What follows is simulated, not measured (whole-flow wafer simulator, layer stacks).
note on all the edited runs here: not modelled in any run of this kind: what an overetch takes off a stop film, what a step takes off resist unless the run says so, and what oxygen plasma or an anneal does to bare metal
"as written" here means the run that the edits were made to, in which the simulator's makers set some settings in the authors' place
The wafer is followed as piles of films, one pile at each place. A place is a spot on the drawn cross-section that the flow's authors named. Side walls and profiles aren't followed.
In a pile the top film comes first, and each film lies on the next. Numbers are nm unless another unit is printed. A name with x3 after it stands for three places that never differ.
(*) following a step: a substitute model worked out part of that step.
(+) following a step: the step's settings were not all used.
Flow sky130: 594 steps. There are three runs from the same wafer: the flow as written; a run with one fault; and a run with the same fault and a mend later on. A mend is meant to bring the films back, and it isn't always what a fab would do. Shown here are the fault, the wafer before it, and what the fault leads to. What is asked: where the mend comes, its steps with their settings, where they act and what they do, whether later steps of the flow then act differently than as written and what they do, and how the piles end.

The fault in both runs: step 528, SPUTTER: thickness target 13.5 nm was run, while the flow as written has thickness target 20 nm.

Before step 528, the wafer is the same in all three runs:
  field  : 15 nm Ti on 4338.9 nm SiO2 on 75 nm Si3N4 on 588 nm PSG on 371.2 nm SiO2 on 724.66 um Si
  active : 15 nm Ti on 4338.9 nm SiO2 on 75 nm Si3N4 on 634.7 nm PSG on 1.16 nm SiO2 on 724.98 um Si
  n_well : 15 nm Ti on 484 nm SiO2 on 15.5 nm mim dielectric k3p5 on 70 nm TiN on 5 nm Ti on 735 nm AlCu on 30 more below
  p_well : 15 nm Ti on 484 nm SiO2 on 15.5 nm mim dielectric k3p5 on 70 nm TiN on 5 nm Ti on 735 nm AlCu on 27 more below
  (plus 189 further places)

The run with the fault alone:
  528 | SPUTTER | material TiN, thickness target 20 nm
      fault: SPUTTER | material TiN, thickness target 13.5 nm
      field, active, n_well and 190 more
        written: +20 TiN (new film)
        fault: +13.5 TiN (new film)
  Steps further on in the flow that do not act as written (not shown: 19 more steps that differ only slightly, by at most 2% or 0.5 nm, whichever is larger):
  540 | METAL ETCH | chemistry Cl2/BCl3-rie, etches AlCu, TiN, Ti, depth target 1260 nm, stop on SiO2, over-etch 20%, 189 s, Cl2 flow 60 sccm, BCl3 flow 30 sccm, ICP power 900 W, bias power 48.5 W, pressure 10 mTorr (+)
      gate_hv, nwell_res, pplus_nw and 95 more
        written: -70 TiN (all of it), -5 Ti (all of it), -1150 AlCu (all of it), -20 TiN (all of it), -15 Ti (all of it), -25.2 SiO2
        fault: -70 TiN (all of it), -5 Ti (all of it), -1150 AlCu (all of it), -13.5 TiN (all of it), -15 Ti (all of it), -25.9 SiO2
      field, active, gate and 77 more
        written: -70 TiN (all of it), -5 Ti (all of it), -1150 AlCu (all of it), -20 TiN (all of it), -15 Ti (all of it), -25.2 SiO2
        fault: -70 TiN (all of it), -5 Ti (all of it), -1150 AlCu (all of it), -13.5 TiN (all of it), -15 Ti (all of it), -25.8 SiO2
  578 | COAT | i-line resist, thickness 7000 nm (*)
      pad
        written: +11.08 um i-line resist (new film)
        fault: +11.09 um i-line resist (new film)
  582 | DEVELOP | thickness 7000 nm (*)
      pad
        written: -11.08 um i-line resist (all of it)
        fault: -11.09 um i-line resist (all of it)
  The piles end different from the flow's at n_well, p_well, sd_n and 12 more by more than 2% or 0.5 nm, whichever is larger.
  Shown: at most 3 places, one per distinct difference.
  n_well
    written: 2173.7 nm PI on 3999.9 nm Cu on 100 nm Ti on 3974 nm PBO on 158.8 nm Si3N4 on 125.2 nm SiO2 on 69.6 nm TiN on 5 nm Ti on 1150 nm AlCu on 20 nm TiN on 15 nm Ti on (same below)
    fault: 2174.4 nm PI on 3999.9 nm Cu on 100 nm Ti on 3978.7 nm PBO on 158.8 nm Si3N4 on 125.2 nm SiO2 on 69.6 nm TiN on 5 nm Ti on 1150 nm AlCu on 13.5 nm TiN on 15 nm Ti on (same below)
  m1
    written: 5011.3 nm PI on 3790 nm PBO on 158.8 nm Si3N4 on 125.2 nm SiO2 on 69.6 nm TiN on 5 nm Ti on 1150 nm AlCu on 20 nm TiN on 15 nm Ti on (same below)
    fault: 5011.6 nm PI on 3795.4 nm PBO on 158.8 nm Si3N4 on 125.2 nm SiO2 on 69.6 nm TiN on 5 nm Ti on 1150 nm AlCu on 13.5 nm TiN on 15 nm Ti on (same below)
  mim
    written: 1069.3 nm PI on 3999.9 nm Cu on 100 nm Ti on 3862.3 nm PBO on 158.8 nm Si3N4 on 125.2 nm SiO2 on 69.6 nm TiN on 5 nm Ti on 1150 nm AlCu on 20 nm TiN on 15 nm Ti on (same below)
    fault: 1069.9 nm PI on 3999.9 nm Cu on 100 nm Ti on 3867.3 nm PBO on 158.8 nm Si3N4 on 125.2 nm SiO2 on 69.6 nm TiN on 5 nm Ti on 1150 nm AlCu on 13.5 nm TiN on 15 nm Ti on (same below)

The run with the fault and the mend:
  After step 528 comes the mend.
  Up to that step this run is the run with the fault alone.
  528a | SPUTTER | material TiN, thickness target 6.5 nm (the flow's step 528 again, with other settings)
      field, active, n_well and 190 more
        +6.5 TiN
  Every later step of the flow that is run acts as written at every place that is followed.
  At every place that both follow, the piles at the end match the flow's.
